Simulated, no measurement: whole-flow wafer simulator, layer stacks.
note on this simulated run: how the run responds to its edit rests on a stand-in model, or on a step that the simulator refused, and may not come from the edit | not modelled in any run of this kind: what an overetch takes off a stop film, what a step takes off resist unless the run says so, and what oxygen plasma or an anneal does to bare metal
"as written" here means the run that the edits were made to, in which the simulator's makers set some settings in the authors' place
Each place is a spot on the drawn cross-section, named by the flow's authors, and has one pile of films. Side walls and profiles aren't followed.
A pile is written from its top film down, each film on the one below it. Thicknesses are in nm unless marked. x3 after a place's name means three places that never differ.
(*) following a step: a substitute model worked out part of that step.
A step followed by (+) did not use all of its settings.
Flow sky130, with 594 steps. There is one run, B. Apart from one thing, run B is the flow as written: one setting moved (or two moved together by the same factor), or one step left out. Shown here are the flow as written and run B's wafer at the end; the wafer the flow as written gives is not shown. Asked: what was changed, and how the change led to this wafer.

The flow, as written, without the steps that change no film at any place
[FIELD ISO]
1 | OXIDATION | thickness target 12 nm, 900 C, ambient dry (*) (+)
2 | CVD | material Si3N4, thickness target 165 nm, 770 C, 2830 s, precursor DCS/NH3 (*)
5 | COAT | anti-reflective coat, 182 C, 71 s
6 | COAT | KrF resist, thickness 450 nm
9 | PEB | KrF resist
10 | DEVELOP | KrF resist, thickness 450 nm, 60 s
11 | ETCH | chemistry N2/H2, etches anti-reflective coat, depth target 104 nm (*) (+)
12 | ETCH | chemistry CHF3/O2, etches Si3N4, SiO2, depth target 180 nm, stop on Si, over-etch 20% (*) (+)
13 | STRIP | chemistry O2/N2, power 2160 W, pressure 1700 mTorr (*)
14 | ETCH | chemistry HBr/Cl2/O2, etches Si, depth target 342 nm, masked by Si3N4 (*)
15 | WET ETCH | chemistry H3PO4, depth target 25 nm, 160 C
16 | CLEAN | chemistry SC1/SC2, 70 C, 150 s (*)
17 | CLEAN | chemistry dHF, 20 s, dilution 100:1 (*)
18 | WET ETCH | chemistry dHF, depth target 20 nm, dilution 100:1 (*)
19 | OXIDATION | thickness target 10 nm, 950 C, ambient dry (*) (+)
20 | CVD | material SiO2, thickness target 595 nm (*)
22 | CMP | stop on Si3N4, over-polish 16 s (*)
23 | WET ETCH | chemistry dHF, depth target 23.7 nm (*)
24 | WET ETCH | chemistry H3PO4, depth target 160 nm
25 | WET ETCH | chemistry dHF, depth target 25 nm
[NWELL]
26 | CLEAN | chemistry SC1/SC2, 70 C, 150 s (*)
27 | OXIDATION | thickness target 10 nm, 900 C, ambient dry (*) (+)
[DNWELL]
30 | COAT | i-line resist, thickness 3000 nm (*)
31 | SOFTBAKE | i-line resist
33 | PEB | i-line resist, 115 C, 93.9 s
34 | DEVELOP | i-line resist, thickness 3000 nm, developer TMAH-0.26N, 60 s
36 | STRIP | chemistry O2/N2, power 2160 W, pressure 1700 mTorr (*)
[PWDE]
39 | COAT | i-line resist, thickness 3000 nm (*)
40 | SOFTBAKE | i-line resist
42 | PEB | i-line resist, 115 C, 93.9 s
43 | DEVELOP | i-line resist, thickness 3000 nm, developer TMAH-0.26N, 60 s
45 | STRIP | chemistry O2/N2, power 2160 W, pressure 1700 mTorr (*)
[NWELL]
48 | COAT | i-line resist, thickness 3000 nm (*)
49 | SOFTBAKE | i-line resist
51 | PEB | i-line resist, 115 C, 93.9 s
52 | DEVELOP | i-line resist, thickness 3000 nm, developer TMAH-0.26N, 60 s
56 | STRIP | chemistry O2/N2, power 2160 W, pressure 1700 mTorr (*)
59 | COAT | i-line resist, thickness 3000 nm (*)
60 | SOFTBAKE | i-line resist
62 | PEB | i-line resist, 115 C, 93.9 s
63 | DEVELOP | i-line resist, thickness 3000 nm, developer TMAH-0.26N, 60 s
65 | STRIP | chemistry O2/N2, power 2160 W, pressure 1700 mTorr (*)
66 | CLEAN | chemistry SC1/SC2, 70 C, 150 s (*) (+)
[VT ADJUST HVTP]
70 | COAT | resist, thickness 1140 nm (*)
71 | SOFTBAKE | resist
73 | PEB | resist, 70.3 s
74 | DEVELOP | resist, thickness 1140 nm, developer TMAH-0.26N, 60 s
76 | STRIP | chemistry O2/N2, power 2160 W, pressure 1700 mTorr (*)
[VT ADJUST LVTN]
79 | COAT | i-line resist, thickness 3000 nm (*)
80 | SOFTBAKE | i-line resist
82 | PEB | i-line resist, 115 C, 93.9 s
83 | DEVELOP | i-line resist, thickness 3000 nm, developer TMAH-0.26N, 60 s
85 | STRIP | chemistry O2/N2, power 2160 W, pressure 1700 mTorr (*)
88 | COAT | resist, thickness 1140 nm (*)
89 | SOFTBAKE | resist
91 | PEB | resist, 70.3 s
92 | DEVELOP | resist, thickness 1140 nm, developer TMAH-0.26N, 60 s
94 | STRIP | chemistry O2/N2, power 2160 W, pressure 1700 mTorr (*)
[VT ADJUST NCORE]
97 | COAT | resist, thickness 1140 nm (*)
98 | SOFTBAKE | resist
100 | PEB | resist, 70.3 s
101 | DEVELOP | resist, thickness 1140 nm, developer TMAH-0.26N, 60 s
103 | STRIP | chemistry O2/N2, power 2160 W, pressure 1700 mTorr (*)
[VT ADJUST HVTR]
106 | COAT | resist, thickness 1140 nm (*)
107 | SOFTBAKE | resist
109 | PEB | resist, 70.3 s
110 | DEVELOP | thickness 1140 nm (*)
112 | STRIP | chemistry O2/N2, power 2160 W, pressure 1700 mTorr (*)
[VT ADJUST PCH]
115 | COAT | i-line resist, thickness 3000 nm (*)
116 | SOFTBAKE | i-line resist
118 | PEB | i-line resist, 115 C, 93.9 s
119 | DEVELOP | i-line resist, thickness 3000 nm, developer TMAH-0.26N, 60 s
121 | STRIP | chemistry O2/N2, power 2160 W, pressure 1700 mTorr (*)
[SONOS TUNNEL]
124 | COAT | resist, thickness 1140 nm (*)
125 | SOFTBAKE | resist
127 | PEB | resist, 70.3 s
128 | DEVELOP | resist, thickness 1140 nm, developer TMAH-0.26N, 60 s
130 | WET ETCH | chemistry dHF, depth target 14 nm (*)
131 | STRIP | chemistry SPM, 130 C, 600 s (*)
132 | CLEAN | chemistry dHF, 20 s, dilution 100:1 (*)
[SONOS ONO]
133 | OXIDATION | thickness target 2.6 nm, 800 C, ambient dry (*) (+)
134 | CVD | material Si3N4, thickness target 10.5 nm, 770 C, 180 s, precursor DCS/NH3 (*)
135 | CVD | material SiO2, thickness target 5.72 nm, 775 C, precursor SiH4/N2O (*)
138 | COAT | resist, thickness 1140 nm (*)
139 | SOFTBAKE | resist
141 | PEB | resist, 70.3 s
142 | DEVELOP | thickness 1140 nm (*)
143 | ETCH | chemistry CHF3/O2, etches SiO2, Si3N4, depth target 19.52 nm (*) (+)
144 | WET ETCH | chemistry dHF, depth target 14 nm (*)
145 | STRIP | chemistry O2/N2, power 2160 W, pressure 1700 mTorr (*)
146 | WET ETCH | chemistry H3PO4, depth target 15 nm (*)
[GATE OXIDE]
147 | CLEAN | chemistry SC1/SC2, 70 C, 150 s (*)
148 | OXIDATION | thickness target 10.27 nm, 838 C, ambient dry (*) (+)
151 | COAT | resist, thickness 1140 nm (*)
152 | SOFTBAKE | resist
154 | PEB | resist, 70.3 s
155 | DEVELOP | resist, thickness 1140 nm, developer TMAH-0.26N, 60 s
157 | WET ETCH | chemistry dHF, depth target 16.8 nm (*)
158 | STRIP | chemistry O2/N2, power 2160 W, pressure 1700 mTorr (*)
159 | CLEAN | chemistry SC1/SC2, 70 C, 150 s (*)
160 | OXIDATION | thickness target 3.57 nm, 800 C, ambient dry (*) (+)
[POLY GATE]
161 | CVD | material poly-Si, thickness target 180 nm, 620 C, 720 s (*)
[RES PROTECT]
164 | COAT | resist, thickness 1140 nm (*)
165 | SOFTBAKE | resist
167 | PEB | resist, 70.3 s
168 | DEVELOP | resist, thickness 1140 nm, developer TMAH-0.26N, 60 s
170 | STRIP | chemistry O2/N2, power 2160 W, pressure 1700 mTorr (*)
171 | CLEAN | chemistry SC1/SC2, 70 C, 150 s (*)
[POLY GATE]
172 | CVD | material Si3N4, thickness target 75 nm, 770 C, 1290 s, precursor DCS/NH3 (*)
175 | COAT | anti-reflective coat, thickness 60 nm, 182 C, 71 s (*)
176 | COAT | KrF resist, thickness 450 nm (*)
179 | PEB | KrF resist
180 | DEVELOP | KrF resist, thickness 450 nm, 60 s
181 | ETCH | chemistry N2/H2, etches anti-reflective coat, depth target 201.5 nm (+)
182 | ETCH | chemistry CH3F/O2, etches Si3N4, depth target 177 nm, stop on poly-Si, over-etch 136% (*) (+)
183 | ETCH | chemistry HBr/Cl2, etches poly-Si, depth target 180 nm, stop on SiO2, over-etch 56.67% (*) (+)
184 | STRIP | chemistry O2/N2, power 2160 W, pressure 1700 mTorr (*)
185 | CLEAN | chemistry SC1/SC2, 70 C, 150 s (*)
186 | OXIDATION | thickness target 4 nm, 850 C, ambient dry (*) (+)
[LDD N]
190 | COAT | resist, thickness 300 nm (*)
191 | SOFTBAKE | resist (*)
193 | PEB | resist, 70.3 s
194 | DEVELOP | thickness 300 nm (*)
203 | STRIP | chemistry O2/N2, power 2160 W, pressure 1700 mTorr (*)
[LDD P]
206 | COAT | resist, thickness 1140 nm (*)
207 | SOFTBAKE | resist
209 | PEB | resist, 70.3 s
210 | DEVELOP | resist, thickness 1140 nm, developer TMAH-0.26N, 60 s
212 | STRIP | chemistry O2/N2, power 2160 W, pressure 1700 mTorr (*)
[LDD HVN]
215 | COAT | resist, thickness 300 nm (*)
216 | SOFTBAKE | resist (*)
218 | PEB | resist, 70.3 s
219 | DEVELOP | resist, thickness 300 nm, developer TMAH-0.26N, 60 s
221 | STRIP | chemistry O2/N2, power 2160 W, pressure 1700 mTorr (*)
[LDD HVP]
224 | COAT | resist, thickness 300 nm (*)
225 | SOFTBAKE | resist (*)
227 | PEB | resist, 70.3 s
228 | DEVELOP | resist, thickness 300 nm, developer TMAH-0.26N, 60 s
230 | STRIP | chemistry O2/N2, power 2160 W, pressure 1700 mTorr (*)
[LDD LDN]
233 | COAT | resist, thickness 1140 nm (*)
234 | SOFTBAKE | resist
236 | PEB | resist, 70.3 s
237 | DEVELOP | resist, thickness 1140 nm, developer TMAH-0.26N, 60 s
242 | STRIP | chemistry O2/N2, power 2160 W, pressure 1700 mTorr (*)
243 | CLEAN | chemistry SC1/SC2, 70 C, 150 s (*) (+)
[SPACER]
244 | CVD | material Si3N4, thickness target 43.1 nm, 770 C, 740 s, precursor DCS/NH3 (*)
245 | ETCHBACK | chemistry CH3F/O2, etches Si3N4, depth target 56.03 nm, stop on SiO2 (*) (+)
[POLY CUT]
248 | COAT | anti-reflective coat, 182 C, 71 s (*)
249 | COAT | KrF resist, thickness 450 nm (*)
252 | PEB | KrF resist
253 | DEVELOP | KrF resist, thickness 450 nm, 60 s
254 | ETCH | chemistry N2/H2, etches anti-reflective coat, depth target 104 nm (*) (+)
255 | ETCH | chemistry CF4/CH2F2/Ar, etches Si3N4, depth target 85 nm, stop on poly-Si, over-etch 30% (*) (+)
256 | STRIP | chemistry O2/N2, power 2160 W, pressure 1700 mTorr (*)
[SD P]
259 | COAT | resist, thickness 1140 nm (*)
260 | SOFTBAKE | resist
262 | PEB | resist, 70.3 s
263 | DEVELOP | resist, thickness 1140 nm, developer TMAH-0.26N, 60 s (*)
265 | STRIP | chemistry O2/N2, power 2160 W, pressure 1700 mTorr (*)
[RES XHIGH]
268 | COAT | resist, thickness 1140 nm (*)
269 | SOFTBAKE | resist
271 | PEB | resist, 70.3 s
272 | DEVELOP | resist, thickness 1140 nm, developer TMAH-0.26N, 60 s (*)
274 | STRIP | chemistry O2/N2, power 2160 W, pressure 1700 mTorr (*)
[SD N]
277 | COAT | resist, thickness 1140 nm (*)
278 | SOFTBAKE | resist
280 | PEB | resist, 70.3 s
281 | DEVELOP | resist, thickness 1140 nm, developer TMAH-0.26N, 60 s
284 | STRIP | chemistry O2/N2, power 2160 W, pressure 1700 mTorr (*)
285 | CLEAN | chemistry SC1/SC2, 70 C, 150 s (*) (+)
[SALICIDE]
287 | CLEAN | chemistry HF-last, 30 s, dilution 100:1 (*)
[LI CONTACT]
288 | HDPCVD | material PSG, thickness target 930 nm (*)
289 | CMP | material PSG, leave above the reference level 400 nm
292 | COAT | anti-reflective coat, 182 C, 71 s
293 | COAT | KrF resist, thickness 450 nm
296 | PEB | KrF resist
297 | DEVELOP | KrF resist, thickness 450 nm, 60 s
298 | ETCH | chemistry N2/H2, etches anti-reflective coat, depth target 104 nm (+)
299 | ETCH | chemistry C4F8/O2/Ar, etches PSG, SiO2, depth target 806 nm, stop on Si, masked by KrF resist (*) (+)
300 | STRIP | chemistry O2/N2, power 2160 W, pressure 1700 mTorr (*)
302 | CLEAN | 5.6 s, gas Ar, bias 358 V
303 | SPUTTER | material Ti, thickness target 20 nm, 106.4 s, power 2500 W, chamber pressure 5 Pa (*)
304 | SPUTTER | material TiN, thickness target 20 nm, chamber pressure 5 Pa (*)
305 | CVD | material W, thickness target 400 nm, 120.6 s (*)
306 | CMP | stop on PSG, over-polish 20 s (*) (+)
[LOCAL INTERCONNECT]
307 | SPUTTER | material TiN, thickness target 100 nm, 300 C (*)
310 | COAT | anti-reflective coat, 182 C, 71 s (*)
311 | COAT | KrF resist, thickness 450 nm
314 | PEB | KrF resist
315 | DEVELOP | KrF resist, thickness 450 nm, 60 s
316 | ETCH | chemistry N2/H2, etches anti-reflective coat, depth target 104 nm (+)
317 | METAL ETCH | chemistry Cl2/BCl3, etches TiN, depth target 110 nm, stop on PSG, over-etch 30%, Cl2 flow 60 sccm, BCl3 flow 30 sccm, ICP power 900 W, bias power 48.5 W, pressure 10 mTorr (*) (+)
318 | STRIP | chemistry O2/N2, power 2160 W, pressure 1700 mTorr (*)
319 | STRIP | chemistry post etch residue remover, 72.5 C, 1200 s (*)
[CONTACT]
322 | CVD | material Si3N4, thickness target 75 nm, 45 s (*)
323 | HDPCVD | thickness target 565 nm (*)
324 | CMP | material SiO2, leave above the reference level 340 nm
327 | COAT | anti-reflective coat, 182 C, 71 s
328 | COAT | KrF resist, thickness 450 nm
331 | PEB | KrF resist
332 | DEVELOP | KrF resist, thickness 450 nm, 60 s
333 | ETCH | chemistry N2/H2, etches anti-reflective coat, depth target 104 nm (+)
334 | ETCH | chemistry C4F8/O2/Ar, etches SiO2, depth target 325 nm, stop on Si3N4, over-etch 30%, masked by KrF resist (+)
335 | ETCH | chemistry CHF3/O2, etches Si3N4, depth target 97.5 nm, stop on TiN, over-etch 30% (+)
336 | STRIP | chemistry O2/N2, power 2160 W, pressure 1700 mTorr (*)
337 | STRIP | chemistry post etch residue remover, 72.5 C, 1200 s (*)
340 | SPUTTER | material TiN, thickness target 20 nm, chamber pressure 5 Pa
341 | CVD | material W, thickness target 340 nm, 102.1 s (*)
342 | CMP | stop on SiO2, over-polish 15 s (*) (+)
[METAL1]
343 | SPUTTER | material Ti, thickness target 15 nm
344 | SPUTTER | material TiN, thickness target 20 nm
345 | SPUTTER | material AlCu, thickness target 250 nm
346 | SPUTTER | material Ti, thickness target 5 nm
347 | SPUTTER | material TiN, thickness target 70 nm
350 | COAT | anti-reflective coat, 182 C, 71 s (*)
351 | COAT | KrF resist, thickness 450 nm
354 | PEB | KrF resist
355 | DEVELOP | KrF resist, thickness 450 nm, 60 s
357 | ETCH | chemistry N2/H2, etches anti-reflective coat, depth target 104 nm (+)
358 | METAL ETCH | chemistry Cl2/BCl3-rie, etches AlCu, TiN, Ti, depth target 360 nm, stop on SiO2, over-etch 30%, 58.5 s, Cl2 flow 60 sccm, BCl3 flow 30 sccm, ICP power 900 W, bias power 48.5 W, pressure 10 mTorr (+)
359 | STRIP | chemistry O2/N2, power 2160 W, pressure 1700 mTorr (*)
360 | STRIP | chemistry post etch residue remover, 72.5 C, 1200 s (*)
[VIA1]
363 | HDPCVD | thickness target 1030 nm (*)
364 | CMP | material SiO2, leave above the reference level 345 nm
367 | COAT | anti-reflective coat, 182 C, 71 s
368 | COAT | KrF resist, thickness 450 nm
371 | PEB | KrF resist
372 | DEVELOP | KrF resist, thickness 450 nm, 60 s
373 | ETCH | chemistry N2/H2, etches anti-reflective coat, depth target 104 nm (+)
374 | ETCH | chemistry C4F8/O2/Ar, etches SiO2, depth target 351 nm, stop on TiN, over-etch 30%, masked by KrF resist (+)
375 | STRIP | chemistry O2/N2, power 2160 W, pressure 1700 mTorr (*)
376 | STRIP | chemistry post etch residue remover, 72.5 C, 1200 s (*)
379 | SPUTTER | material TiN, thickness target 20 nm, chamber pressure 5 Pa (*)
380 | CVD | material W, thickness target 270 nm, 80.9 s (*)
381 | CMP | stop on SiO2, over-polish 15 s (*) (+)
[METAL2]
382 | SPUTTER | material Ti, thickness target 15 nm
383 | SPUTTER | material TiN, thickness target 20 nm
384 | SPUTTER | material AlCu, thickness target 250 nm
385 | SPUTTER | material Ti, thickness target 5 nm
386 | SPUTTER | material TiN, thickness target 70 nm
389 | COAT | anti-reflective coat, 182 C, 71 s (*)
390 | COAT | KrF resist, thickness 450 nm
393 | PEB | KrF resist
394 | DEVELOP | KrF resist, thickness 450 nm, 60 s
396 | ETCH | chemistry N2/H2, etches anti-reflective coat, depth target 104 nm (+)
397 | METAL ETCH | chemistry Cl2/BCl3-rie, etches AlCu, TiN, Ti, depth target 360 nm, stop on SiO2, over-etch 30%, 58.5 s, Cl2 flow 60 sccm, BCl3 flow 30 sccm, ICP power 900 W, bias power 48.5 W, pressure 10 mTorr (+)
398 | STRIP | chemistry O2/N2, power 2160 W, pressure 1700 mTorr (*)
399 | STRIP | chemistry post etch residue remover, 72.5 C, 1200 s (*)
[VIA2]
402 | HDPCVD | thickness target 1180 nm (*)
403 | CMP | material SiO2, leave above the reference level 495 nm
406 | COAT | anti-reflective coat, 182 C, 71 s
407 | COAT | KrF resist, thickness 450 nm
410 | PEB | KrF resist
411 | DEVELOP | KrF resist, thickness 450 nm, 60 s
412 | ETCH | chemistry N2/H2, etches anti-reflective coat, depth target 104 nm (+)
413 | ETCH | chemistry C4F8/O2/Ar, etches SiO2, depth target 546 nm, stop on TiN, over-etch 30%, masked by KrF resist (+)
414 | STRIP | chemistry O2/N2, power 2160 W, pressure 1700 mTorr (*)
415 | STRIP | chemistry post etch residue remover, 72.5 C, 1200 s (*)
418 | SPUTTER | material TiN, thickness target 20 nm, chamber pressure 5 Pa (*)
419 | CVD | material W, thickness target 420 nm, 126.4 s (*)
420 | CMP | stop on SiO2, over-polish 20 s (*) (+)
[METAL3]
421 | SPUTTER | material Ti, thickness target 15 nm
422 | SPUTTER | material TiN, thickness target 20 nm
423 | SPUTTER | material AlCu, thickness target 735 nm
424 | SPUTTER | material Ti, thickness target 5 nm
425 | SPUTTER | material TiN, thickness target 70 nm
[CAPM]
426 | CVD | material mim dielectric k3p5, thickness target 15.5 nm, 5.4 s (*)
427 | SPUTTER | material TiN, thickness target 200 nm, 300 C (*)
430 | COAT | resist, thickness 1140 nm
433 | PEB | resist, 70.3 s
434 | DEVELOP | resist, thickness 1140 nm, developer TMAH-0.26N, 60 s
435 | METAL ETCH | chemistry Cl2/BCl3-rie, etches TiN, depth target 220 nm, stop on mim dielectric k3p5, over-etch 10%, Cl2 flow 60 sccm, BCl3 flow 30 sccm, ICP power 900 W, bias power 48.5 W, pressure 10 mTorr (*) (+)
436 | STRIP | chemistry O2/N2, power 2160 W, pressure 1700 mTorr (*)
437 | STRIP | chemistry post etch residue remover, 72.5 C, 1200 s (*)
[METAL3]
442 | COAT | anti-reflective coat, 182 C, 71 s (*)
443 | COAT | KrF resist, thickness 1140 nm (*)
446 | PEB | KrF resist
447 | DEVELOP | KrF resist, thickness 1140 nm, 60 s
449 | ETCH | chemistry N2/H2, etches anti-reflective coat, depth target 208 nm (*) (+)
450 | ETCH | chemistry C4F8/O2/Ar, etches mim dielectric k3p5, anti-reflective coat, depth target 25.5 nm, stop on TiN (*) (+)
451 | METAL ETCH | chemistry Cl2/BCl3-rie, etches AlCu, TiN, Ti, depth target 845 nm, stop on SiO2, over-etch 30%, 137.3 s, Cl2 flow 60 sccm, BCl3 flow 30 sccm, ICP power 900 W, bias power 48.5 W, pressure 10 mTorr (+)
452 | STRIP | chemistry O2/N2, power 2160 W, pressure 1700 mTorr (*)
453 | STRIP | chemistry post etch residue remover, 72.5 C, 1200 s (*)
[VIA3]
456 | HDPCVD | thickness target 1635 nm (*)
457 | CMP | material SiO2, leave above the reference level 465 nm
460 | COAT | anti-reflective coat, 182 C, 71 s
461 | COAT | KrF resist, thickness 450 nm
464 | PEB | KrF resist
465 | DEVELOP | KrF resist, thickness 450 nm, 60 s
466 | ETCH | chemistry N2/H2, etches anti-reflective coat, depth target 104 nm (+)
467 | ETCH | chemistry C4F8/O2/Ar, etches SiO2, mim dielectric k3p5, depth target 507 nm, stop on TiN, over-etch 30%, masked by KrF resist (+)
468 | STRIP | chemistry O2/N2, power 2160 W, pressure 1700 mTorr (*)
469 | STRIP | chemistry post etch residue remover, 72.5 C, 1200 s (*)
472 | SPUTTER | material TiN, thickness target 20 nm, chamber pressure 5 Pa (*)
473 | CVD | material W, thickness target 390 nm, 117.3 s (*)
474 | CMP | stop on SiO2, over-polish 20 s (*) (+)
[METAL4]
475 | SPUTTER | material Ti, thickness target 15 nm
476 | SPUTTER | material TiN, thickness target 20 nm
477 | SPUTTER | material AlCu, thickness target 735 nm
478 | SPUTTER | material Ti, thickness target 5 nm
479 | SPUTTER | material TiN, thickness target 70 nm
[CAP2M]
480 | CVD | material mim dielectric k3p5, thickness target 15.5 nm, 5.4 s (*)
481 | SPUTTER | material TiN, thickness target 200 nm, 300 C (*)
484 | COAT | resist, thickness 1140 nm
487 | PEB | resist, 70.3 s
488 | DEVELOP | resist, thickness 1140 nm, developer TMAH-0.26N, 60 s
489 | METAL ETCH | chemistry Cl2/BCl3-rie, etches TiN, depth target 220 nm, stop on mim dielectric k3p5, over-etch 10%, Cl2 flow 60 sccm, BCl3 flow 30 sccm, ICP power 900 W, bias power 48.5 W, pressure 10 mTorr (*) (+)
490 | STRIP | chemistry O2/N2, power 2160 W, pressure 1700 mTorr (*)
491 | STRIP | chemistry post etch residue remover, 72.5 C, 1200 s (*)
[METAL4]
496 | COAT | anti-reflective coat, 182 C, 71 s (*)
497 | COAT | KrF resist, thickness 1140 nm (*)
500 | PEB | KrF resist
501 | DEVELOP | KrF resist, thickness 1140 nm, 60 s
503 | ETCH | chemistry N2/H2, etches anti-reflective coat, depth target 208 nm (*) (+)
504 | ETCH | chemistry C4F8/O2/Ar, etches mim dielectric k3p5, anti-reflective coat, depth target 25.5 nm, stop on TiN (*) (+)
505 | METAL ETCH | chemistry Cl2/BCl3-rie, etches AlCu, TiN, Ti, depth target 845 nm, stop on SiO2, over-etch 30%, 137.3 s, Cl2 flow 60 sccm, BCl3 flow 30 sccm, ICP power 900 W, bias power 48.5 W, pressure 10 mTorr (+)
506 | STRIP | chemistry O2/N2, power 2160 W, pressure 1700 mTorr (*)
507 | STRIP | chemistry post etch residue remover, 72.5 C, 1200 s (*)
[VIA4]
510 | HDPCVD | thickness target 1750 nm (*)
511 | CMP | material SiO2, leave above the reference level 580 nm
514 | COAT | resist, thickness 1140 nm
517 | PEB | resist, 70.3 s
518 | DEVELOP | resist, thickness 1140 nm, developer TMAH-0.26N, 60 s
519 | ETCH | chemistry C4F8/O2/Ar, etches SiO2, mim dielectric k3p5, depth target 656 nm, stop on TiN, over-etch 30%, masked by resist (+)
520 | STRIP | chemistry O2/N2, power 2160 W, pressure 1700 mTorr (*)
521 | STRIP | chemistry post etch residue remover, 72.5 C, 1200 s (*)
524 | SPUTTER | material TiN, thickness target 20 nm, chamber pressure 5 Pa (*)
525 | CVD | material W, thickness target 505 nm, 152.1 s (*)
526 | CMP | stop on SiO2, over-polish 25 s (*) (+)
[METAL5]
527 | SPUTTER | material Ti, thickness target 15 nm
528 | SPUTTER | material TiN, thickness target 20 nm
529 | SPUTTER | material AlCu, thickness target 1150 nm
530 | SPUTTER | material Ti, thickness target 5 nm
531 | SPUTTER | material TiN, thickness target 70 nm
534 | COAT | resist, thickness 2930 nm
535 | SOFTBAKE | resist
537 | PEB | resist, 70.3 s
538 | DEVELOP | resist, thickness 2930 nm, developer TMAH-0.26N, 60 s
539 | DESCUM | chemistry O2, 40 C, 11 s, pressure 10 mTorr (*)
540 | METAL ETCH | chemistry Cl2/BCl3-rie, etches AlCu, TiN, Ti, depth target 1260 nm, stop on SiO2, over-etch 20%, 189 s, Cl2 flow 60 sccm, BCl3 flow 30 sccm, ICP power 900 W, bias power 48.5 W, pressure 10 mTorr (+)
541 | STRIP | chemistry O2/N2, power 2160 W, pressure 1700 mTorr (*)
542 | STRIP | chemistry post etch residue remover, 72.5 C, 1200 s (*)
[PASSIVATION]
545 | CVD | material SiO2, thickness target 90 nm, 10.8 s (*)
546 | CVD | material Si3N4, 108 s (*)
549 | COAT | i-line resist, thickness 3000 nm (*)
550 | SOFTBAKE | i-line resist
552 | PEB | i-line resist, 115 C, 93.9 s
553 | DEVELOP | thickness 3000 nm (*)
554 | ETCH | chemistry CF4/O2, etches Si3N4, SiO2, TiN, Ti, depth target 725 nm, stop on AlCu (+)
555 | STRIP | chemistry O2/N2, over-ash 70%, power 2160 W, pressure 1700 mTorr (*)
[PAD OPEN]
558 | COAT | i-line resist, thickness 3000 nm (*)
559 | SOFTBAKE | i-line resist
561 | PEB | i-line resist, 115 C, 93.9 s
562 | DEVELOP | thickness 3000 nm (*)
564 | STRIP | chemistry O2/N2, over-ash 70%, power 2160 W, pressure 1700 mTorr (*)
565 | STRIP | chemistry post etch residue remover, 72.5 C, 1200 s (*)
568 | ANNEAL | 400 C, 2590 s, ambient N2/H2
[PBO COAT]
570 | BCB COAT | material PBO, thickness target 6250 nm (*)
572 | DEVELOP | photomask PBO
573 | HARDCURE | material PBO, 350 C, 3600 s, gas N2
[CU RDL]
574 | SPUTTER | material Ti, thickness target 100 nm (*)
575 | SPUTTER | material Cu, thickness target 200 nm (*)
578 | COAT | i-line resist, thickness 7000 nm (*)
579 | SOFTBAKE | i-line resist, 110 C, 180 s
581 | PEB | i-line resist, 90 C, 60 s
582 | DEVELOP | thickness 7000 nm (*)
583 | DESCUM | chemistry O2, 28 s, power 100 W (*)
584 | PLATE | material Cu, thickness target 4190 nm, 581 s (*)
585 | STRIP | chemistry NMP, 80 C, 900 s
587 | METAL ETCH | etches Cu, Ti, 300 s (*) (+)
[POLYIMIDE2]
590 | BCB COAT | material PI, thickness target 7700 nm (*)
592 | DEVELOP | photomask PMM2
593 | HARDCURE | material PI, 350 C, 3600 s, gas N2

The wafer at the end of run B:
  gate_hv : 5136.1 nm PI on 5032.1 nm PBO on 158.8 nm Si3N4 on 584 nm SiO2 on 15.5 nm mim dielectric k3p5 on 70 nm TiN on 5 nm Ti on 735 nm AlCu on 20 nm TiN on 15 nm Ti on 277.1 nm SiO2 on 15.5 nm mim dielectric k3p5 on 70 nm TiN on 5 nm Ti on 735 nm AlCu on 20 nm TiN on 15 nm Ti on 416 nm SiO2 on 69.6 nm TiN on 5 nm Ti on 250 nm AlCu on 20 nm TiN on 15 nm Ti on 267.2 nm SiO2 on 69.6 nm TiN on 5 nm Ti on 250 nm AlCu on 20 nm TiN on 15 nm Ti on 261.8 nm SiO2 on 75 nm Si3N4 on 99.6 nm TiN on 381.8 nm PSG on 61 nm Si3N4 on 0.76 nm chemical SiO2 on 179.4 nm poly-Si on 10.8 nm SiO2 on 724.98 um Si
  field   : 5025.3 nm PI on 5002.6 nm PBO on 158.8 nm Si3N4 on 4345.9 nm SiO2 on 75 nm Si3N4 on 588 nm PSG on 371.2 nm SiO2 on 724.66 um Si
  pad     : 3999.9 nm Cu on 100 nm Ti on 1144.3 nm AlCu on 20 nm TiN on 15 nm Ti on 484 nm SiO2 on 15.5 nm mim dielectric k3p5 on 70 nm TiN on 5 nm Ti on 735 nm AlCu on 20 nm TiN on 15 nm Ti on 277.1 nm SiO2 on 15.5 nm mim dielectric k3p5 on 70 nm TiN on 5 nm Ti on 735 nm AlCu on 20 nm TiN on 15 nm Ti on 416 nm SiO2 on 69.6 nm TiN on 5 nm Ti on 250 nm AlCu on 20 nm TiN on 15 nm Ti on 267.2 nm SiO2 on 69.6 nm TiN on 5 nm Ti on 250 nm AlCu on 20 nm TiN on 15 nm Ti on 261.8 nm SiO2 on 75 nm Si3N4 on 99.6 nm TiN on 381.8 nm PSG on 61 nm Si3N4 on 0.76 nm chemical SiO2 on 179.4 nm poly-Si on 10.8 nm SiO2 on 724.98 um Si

The reason: step 457, CMP: leave above the reference level 372 nm was run, whereas the flow has leave above the reference level 465 nm.

How this came from the change, step by step:
  457 | CMP | material SiO2, leave above the reference level 465 nm
      n_well, p_well, gate_hv and 99 more: SiO2 loses 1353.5 (it would be, as written: SiO2 loses 1260.5)
      field, active, gate and 82 more: SiO2 loses 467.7 (it would be, as written: SiO2 loses 374.7)
      (and at 5 other places as well)
  467 | ETCH | chemistry C4F8/O2/Ar, etches SiO2, mim dielectric k3p5, depth target 507 nm, stop on TiN, over-etch 30%, masked by KrF resist (+)
      field, active, n_well and 187 more: KrF resist loses 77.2 (it would be, as written: KrF resist loses 101.4)
      m1: SiO2 loses 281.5 (all of it), mim dielectric k3p5 loses 15.5 (all of it) (it would be, as written: SiO2 loses 374.5 (all of it), mim dielectric k3p5 loses 15.5 (all of it))
      (and at 1 other place as well)
  468 | STRIP | chemistry O2/N2, power 2160 W, pressure 1700 mTorr (*)
      field, active, n_well and 187 more: KrF resist loses 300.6 (all of it), anti-reflective coat loses 80 (all of it) (it would be, as written: KrF resist loses 276.4 (all of it), anti-reflective coat loses 80 (all of it))
  472 | SPUTTER | material TiN, thickness target 20 nm, chamber pressure 5 Pa (*)
      m1, via3_hole: TiN gains 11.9 (it would be, as written: TiN gains 10.6)
  473 | CVD | material W, thickness target 390 nm, 117.3 s (*)
      m1: W gains 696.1 (new film) (it would be, as written: W gains 790.5 (new film))
      via3_hole: W gains 695.5 (new film) (it would be, as written: W gains 789.9 (new film))
